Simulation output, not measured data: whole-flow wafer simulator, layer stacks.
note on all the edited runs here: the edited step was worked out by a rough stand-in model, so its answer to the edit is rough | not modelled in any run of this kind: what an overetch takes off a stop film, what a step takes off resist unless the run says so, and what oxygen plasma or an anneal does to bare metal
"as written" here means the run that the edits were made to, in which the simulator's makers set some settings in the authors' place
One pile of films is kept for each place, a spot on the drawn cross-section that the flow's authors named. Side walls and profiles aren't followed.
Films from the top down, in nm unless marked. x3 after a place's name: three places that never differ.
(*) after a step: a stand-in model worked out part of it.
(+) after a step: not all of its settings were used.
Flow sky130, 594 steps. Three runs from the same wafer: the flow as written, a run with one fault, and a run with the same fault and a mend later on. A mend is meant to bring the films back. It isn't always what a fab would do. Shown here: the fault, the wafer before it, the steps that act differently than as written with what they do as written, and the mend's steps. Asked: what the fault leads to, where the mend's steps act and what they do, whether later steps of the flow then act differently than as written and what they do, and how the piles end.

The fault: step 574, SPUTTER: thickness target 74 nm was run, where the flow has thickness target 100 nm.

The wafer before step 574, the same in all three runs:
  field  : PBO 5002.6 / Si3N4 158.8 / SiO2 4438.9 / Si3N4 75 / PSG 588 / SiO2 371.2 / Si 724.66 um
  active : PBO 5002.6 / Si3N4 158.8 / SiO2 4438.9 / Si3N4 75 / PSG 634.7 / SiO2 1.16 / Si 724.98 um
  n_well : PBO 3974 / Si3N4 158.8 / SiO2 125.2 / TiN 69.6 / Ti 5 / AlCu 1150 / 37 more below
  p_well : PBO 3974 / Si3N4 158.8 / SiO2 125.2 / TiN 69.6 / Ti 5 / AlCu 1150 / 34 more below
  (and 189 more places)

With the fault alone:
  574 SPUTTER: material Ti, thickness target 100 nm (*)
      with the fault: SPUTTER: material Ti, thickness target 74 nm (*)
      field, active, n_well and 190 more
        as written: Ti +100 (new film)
        with the fault: Ti +74 (new film)
  Later steps of the flow that act differently than as written (7 more steps differ only slightly, by at most 2% or 0.5 nm, whichever is larger, and aren't shown):
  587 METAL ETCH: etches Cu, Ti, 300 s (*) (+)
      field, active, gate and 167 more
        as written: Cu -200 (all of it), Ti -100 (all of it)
        with the fault: Cu -200 (all of it), Ti -74 (all of it)
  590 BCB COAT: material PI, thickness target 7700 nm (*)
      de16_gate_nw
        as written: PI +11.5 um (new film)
        with the fault: PI +11.48 um (new film)
  At the end the piles differ from the flow's by more than 2% or 0.5 nm, whichever is larger, at n_well, p_well, sd_n and 20 more.
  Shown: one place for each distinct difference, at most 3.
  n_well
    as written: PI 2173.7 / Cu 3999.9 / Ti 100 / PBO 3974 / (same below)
    with the fault: PI 2190.6 / Cu 3999.9 / Ti 74 / PBO 3974 / (same below)
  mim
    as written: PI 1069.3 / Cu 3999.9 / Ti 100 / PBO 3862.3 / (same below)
    with the fault: PI 1093.7 / Cu 3999.9 / Ti 74 / PBO 3862.3 / (same below)
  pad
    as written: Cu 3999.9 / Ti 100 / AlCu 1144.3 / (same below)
    with the fault: Cu 3999.9 / Ti 74 / AlCu 1144.3 / (same below)

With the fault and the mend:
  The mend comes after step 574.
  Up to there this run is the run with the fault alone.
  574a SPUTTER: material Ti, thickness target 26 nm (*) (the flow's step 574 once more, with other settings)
      field, active, n_well and 190 more
        Ti +26
  No later step of the flow acts differently than as written at any place that is followed.
  At the end the piles are the same as the flow's at every place that both follow.
